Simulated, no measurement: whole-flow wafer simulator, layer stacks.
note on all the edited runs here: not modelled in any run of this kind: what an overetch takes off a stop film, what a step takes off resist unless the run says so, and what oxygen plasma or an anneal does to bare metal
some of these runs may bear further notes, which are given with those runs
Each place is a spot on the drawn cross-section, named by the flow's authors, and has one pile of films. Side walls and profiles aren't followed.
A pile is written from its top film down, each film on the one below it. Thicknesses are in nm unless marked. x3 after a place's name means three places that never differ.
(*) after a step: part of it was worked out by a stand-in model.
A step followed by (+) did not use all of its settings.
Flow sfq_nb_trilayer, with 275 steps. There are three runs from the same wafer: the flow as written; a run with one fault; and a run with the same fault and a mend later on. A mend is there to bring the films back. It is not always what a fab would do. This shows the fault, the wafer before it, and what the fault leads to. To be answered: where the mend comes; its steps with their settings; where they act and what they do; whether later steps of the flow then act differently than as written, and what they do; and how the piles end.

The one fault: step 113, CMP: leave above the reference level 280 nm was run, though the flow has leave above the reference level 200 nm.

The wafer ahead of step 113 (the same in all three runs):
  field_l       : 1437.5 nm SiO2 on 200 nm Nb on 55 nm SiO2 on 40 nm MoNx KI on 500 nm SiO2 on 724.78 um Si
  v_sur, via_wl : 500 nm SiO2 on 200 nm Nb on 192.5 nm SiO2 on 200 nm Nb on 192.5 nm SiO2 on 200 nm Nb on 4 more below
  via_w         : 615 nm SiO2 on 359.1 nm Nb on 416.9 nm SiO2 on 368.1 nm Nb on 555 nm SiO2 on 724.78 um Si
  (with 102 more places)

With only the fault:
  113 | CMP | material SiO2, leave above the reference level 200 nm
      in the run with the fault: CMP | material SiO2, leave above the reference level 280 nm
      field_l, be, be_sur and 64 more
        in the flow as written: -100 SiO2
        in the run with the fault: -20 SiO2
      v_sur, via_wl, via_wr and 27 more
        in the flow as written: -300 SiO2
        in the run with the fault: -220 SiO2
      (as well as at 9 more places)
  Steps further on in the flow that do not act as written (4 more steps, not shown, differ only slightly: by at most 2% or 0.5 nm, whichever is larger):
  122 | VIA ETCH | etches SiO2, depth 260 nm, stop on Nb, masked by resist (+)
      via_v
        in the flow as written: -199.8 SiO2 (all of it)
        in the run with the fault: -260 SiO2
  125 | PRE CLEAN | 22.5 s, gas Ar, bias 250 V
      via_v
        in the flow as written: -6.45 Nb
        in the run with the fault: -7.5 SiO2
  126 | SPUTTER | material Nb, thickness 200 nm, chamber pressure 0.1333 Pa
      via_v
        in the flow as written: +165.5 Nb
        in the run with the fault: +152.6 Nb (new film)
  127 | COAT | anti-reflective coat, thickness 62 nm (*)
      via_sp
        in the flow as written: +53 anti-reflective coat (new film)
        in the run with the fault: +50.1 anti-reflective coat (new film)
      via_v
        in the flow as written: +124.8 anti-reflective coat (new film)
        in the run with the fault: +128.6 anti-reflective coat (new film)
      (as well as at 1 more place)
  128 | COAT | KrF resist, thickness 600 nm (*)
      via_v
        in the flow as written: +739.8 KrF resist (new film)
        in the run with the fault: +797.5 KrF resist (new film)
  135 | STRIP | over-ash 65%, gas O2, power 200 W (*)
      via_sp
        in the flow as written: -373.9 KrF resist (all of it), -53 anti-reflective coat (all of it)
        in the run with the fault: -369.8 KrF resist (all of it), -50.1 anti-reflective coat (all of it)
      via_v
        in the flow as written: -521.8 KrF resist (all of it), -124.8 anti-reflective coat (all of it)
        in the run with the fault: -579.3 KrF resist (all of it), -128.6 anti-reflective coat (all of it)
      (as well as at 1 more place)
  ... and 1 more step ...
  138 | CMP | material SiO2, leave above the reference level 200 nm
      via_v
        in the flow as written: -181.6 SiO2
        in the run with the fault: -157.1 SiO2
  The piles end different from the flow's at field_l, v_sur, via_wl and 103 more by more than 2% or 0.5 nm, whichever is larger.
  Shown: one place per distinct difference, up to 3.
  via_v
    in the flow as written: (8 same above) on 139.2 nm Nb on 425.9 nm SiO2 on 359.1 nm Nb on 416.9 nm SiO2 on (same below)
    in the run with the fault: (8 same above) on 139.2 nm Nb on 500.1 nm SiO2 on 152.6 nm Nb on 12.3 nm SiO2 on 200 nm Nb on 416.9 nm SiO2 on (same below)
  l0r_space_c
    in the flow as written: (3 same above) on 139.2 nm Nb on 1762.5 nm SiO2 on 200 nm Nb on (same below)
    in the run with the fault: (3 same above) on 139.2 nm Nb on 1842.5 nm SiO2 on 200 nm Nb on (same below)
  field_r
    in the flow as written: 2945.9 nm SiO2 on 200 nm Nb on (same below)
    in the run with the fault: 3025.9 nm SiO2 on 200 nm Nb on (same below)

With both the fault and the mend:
  The mend follows step 114.
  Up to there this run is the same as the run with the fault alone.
  114a | CMP | material SiO2, leave above the reference level 200 nm (the flow's step 113, run once more)
      field_l, v_sur, via_wl and 103 more
        -80 SiO2
  Later steps of the flow that are run all act as written at every place that is followed.
  By the end, the piles equal the flow's at every place that both follow.
